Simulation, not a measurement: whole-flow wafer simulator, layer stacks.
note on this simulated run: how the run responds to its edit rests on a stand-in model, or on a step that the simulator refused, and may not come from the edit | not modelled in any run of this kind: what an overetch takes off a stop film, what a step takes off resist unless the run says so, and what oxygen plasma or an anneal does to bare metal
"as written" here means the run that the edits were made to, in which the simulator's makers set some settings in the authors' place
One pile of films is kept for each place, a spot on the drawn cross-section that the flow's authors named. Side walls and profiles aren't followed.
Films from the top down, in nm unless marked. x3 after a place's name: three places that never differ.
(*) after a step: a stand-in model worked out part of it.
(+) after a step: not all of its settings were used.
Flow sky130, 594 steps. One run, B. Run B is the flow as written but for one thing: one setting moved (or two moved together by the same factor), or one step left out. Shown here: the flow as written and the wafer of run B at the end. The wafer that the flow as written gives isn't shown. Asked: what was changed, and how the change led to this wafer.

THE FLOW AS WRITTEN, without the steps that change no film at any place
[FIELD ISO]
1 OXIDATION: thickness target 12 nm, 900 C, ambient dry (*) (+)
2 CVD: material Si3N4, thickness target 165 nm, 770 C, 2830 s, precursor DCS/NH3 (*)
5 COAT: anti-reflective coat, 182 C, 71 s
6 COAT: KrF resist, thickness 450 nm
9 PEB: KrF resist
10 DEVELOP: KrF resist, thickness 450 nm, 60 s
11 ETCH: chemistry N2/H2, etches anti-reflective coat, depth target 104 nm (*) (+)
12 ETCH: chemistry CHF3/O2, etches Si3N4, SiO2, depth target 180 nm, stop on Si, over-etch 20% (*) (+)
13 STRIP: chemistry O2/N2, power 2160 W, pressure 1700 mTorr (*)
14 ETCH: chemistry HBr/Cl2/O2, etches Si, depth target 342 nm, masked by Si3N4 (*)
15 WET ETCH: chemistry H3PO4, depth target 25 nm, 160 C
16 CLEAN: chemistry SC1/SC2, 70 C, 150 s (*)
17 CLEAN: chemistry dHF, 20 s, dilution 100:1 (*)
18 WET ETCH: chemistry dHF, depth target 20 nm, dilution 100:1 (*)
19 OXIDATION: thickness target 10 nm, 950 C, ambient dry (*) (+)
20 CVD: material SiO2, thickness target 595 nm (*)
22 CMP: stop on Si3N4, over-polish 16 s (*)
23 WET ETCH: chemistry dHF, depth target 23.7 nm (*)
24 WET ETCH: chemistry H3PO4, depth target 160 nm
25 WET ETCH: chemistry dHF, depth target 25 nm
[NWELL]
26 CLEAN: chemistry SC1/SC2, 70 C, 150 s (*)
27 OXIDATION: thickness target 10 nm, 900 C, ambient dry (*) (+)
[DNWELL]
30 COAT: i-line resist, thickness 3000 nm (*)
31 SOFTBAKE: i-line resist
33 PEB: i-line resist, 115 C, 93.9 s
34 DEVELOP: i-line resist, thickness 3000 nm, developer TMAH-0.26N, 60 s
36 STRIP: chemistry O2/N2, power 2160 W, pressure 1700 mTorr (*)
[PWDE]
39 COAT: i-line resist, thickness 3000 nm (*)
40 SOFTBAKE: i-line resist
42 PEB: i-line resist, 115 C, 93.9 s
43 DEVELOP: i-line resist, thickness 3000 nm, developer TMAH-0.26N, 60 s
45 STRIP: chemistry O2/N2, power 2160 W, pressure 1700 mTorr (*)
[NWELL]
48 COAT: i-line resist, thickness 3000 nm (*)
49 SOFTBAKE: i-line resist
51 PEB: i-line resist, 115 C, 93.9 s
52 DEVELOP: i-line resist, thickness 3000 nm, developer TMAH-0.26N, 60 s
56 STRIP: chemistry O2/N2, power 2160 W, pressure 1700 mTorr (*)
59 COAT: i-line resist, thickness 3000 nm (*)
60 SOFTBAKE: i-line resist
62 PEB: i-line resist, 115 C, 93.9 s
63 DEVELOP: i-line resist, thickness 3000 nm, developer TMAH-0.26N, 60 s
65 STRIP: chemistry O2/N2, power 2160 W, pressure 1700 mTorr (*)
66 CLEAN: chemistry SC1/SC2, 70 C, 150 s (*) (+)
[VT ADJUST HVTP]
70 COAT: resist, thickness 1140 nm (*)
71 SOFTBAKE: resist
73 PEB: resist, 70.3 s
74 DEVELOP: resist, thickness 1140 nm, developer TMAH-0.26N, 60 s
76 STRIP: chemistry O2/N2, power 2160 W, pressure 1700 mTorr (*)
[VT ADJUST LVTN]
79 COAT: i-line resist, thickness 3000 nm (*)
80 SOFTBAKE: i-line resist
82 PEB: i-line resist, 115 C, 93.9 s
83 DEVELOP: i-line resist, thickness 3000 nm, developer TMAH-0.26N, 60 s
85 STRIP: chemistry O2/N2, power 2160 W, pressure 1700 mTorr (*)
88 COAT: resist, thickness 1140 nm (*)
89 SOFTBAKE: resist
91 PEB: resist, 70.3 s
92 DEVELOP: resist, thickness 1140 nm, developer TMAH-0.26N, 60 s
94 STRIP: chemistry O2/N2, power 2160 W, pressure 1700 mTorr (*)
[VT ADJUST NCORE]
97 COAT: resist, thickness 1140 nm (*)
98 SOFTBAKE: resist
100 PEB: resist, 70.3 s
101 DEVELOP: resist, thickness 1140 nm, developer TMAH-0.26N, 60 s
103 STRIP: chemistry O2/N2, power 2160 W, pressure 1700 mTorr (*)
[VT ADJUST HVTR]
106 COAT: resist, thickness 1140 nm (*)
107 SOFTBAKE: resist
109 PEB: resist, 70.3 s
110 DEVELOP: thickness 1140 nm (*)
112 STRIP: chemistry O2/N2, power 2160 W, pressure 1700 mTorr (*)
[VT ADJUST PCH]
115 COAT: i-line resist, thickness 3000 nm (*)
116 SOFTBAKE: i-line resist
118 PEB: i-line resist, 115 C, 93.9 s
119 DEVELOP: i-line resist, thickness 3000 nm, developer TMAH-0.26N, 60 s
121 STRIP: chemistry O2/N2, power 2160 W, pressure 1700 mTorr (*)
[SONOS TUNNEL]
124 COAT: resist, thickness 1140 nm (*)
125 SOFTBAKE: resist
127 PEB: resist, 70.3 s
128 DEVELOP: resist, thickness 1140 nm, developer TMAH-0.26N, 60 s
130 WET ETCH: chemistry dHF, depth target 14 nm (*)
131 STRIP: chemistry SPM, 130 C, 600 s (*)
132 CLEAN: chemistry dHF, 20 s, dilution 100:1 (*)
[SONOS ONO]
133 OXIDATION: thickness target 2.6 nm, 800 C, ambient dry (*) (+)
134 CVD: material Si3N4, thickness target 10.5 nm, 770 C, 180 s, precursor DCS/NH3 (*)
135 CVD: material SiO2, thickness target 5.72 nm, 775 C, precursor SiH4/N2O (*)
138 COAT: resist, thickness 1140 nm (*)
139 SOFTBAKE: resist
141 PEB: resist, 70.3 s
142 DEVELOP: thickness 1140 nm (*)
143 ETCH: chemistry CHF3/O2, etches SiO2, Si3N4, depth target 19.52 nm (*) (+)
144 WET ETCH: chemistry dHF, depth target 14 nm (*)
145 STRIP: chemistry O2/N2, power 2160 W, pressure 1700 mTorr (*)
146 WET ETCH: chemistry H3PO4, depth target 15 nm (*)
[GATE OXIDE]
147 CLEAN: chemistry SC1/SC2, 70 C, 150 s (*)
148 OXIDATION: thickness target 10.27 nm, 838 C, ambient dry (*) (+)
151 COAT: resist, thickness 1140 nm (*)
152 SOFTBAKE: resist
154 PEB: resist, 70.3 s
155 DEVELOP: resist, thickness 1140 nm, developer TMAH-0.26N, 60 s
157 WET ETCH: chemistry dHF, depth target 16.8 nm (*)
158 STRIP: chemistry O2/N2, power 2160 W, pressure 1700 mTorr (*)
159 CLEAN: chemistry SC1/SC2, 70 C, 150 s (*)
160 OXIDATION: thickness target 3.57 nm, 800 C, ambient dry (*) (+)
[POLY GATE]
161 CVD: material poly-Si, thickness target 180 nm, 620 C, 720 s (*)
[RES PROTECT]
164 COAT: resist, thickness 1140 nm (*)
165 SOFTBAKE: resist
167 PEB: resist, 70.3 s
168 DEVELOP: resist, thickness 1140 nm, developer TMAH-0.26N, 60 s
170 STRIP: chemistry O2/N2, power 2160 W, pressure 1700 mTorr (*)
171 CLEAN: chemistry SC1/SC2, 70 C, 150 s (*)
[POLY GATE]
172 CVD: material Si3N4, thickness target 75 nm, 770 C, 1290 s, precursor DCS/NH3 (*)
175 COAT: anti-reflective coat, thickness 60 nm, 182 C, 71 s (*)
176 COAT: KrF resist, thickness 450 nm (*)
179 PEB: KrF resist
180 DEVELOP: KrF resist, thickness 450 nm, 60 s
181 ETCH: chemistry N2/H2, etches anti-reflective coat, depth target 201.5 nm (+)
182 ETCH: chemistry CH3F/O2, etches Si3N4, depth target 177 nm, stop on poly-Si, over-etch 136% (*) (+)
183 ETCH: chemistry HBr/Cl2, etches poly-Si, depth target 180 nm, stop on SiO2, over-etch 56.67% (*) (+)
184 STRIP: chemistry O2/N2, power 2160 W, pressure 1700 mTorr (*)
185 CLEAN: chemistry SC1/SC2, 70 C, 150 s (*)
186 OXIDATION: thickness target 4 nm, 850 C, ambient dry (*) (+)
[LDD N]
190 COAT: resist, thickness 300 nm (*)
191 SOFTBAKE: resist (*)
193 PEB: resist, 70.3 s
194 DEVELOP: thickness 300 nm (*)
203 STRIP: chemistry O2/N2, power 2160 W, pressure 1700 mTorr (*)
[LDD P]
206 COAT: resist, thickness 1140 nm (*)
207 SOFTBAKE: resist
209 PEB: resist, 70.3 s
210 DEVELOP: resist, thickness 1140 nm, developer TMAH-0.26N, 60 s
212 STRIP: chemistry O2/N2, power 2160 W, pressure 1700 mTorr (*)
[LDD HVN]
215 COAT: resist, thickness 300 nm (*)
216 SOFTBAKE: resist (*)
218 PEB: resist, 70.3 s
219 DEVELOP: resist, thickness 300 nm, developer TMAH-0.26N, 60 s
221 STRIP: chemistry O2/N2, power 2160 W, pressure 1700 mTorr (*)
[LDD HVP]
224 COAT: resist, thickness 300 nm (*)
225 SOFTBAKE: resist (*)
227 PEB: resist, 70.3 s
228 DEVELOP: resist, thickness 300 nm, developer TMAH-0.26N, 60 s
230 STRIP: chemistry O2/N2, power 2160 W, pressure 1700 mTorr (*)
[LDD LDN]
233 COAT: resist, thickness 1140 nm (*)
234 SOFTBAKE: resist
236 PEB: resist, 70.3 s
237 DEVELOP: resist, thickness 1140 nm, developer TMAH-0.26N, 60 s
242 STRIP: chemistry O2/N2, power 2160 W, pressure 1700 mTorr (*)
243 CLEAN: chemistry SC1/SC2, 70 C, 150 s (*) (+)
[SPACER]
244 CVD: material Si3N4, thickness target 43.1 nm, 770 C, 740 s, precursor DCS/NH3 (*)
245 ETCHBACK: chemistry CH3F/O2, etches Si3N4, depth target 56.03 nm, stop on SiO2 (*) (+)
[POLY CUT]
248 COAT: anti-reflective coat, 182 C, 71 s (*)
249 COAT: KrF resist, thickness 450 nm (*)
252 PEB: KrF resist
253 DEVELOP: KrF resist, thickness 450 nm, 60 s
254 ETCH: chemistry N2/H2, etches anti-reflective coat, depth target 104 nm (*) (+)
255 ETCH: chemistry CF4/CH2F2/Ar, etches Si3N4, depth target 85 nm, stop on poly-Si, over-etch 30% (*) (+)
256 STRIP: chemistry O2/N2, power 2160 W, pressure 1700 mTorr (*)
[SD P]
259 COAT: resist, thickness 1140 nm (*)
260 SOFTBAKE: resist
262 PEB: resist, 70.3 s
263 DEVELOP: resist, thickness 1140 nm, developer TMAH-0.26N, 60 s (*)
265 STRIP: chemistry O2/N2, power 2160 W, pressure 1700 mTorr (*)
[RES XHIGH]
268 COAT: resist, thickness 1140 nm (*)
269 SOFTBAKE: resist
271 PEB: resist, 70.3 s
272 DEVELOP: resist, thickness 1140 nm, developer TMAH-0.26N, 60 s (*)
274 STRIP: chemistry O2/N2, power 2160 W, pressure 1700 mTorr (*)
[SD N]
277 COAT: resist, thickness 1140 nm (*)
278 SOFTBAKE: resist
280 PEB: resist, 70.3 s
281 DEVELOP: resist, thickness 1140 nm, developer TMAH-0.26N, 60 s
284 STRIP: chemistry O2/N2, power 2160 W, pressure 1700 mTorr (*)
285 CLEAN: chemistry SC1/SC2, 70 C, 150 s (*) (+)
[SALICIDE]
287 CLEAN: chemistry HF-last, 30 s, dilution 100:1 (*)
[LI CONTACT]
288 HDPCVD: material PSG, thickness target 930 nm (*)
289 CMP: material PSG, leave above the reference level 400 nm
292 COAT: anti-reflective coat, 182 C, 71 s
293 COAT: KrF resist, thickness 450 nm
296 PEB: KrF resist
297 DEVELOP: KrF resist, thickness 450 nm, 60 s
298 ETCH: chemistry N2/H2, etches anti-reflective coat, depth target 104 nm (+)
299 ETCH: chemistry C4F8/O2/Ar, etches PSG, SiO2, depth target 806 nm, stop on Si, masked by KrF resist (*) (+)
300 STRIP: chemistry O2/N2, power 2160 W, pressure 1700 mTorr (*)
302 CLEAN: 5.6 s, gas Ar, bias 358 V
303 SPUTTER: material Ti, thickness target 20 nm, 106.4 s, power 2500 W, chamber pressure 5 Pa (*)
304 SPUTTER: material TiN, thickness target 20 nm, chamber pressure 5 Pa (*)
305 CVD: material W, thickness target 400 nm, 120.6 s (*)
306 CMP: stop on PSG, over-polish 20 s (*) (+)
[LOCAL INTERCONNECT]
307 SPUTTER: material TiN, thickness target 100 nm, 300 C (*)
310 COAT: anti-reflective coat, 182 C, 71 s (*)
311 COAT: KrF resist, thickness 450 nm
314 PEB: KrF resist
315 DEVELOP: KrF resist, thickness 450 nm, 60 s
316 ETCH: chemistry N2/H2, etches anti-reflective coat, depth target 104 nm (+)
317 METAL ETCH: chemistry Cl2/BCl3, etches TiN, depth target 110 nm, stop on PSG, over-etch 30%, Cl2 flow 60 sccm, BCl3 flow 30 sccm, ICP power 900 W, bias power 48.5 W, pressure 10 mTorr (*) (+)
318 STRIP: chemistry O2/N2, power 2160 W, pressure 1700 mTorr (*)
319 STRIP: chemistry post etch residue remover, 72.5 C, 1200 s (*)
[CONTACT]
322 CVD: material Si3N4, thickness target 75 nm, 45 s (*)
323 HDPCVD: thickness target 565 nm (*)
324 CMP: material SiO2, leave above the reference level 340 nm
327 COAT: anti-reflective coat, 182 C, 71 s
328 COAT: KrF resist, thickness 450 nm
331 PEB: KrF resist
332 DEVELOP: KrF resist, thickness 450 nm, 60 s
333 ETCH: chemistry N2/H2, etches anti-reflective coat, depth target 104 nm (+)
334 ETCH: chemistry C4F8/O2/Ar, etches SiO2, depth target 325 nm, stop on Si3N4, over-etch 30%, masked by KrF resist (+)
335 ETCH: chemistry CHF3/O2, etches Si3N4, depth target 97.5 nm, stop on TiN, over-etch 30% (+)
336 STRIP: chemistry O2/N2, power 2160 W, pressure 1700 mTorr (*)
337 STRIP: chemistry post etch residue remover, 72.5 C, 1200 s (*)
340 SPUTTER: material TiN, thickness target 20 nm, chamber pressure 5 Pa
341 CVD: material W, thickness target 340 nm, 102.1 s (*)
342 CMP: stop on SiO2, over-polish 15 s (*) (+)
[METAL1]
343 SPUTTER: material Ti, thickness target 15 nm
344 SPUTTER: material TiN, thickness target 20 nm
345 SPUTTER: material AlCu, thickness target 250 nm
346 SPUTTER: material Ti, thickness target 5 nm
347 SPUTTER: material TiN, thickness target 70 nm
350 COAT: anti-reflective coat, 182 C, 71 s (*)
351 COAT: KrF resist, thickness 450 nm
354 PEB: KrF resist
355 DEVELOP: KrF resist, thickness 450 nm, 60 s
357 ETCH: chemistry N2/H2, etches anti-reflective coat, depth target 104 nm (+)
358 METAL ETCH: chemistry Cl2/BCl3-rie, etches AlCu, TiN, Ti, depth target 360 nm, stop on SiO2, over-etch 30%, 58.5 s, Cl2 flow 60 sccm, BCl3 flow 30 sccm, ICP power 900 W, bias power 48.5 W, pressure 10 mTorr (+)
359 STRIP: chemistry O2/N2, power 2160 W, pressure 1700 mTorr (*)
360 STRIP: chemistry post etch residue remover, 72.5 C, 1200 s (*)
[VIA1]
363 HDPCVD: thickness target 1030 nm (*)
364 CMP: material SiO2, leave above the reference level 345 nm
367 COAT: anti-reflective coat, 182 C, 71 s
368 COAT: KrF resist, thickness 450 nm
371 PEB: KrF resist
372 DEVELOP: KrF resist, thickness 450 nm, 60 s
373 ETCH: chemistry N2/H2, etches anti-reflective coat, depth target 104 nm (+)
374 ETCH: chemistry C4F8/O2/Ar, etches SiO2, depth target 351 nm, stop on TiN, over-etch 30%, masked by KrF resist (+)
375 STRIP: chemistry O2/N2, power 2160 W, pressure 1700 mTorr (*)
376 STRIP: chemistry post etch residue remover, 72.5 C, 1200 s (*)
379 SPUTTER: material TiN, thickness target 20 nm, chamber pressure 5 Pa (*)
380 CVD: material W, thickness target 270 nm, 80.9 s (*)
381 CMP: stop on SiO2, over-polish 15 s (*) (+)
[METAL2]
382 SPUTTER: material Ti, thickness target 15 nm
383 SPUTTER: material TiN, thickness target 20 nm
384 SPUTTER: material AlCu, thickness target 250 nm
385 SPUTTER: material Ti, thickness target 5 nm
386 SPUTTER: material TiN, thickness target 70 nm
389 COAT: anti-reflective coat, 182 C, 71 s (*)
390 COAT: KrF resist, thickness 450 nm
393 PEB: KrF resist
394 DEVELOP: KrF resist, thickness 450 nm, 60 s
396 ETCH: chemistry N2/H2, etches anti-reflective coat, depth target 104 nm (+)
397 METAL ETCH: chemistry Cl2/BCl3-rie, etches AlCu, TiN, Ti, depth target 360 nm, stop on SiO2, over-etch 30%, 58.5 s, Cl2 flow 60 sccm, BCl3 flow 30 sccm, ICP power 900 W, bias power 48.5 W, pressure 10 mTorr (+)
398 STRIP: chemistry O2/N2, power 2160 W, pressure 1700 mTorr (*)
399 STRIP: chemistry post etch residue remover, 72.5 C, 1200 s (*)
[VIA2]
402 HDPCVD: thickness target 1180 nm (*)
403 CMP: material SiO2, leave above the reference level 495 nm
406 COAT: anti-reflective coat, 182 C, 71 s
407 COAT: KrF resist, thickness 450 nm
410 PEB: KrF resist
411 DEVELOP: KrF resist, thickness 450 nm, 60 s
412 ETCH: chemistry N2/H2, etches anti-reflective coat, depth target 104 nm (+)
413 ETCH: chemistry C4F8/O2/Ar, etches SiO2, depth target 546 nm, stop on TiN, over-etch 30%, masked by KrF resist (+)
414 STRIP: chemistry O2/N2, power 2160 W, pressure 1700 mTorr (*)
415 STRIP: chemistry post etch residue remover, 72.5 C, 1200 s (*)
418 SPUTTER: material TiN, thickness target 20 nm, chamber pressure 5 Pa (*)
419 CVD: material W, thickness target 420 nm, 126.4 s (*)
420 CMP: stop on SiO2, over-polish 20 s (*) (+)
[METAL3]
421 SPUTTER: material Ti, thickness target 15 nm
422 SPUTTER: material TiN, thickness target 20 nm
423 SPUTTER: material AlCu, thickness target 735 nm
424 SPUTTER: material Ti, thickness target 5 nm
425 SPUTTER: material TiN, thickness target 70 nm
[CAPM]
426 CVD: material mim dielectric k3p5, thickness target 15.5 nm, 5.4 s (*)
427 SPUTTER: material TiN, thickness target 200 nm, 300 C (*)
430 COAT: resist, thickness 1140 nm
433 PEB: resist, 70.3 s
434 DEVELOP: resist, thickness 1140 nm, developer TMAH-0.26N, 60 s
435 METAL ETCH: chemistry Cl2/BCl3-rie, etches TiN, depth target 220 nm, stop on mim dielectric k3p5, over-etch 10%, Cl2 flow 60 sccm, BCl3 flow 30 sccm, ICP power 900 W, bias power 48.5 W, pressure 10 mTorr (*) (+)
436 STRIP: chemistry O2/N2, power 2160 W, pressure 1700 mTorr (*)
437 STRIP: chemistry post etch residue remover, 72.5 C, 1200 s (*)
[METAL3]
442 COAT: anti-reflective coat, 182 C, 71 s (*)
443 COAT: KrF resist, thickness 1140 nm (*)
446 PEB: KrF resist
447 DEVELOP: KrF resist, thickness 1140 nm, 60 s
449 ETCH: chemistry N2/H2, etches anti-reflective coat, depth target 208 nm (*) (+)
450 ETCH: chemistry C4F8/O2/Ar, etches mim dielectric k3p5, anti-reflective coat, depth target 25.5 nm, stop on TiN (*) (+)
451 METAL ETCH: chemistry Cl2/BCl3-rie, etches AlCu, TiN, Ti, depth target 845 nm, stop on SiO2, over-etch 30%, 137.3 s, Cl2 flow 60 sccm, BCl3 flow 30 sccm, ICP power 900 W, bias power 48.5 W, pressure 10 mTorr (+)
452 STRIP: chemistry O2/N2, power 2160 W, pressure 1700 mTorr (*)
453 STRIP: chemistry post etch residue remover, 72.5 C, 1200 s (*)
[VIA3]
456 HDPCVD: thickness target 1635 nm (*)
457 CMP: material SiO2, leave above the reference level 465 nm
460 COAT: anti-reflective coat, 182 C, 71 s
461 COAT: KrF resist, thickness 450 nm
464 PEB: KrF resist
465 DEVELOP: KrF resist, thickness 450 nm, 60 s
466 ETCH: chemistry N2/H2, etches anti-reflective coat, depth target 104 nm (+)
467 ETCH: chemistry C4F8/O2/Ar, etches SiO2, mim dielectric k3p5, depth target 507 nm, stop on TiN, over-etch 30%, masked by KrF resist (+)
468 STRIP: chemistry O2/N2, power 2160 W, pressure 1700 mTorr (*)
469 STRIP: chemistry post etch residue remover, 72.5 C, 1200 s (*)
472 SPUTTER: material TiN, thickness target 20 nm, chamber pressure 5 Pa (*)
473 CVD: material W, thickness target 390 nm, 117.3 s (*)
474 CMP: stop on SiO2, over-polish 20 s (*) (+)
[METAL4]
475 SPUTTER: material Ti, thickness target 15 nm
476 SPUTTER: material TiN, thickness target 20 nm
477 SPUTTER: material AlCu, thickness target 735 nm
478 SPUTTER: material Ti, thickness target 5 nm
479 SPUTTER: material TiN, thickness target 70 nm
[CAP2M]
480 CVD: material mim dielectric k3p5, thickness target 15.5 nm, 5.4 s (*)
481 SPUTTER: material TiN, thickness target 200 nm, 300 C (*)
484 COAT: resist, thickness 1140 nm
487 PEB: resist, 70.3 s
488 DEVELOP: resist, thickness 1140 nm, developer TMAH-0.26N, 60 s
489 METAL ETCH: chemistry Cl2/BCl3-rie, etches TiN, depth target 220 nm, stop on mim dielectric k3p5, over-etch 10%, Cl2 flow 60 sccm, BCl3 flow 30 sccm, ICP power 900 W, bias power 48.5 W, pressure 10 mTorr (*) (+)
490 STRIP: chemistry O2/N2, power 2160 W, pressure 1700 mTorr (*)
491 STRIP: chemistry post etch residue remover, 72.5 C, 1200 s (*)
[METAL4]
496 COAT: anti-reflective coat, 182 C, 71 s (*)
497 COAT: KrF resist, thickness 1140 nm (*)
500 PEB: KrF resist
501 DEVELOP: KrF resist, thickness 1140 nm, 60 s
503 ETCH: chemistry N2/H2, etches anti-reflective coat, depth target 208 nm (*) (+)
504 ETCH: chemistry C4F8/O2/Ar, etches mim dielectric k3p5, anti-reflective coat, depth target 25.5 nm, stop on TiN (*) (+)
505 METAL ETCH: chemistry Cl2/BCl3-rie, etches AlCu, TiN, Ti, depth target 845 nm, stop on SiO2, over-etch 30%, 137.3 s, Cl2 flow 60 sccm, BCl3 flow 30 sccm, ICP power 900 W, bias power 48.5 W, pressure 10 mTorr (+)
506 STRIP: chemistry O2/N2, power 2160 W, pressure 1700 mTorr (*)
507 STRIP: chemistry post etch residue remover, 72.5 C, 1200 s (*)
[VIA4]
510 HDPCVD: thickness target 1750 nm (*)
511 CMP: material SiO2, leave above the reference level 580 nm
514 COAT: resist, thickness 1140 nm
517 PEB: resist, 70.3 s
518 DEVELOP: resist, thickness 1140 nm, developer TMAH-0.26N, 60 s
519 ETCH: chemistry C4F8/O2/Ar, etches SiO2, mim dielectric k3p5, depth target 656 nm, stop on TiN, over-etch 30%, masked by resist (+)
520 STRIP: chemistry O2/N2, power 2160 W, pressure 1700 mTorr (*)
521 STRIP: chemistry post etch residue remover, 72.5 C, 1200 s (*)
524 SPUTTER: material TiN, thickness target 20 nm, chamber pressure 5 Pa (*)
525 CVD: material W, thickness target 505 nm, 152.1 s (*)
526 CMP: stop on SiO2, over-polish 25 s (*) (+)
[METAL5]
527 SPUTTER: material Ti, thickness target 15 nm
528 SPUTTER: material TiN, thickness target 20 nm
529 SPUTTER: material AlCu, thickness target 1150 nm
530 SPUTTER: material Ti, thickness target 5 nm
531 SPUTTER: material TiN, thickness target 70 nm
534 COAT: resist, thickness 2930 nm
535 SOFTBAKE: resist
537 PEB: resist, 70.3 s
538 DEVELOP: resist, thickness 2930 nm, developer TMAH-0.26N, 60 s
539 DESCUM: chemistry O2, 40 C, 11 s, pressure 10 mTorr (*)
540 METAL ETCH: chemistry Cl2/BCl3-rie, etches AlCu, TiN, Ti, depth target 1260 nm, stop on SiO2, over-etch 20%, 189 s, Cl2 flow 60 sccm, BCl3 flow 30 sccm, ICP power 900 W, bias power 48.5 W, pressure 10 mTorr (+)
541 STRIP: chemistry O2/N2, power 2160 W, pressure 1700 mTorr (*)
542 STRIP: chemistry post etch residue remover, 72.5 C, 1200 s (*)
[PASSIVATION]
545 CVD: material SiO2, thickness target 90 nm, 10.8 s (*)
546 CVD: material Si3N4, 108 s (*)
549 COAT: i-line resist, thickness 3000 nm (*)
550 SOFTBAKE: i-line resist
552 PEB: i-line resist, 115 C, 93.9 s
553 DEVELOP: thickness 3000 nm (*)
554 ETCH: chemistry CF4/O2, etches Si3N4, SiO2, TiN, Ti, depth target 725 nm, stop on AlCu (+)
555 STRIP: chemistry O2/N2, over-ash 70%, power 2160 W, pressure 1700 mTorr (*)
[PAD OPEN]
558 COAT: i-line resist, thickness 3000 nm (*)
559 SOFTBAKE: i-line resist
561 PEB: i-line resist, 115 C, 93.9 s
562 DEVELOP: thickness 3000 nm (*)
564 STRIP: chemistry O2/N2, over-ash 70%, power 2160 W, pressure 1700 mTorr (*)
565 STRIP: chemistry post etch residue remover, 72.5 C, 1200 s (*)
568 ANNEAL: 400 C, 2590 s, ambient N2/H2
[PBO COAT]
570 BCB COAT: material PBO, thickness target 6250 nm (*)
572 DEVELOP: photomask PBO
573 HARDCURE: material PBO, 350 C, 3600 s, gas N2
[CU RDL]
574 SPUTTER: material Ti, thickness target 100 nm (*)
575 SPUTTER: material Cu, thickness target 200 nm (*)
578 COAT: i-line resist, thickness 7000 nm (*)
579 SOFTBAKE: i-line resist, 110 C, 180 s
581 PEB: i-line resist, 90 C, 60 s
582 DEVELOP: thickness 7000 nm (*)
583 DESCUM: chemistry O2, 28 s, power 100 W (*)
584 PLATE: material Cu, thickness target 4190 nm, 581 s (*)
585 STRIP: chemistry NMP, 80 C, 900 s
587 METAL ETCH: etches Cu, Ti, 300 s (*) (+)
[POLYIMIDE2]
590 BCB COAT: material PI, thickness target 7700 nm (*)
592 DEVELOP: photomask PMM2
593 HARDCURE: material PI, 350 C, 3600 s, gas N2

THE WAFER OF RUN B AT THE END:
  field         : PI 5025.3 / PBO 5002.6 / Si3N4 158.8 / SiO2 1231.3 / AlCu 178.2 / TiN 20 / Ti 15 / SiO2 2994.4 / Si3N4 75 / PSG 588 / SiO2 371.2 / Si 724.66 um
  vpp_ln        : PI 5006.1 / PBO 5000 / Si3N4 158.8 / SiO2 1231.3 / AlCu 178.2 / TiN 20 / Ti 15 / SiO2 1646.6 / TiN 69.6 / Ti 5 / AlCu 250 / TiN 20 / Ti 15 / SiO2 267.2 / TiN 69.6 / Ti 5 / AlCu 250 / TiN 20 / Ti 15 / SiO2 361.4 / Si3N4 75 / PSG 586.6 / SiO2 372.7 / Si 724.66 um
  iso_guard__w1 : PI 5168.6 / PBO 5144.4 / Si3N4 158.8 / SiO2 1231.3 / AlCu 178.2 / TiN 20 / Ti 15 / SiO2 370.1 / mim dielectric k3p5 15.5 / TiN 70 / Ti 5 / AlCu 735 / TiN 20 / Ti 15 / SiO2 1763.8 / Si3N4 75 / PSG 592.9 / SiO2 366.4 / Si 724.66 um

The cause: step 505, METAL ETCH: depth target 481.6 nm was run, where the flow has depth target 845 nm; step 505, METAL ETCH: 78.3 s was run, where the flow has 137.3 s.

How the change led to this, step by step:
  505 METAL ETCH: chemistry Cl2/BCl3-rie, etches AlCu, TiN, Ti, depth target 845 nm, stop on SiO2, over-etch 30%, 137.3 s, Cl2 flow 60 sccm, BCl3 flow 30 sccm, ICP power 900 W, bias power 48.5 W, pressure 10 mTorr (+)
      field, gate, spacer and 68 more: TiN -70 (all of it), Ti -5 (all of it), AlCu -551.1 (as written it would be: TiN -70 (all of it), Ti -5 (all of it), AlCu -735 (all of it), TiN -20 (all of it), Ti -15 (all of it), SiO2 -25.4)
      active, vpp_iso1, mim_edge_plate and 14 more: TiN -70 (all of it), Ti -5 (all of it), AlCu -551.1 (as written it would be: TiN -70 (all of it), Ti -5 (all of it), AlCu -735 (all of it), TiN -20 (all of it), Ti -15 (all of it), SiO2 -25.3)
      (and at 105 more places)
  506 STRIP: chemistry O2/N2, power 2160 W, pressure 1700 mTorr (*)
      n_well, p_well, gate_hv and 82 more: KrF resist -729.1 (all of it), anti-reflective coat -80 (all of it) (as written it would be: KrF resist -492.9 (all of it), anti-reflective coat -80 (all of it))
      vcap_hvt, varactor_hvt_edge, varactor_hvt_sp: KrF resist -730.7 (all of it), anti-reflective coat -80.3 (all of it) (as written it would be: KrF resist -494.5 (all of it), anti-reflective coat -80.3 (all of it))
      (and at 17 more places)
  507 STRIP: chemistry post etch residue remover, 72.5 C, 1200 s (*)
      field, active, gate and 85 more: AlCu -5.72 (as written it would be: nothing)
  510 HDPCVD: thickness target 1750 nm (*)
      field, active, gate and 85 more: SiO2 +1750 (new film) (as written it would be: SiO2 +1750)
  511 CMP: material SiO2, leave above the reference level 580 nm
      field, active, gate and 77 more: SiO2 -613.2 (as written it would be: SiO2 -374.7)
      iso_guard__w1, mim_edge_gap, vpp_l1ln, vpp_m3ln, rpm_encl, via2_enc, rpm_encl_psd, iso_guard_nsd_tip: SiO2 -613.2 (as written it would be: SiO2 -374.6)
Counting metal films that touch as one body, field has 1 body; the flow as written gives 0 bodies.
Counting metal films that touch as one body, vpp_ln has 3 bodies (between them, from the top down: SiO2 1646.6; SiO2 267.2); the flow as written gives 2 bodies (between them, from the top down: SiO2 267.2).
Counting metal films that touch as one body, iso_guard__w1 has 2 bodies (between them, from the top down: SiO2 370.1 / mim dielectric k3p5 15.5); the flow as written gives 1 body.
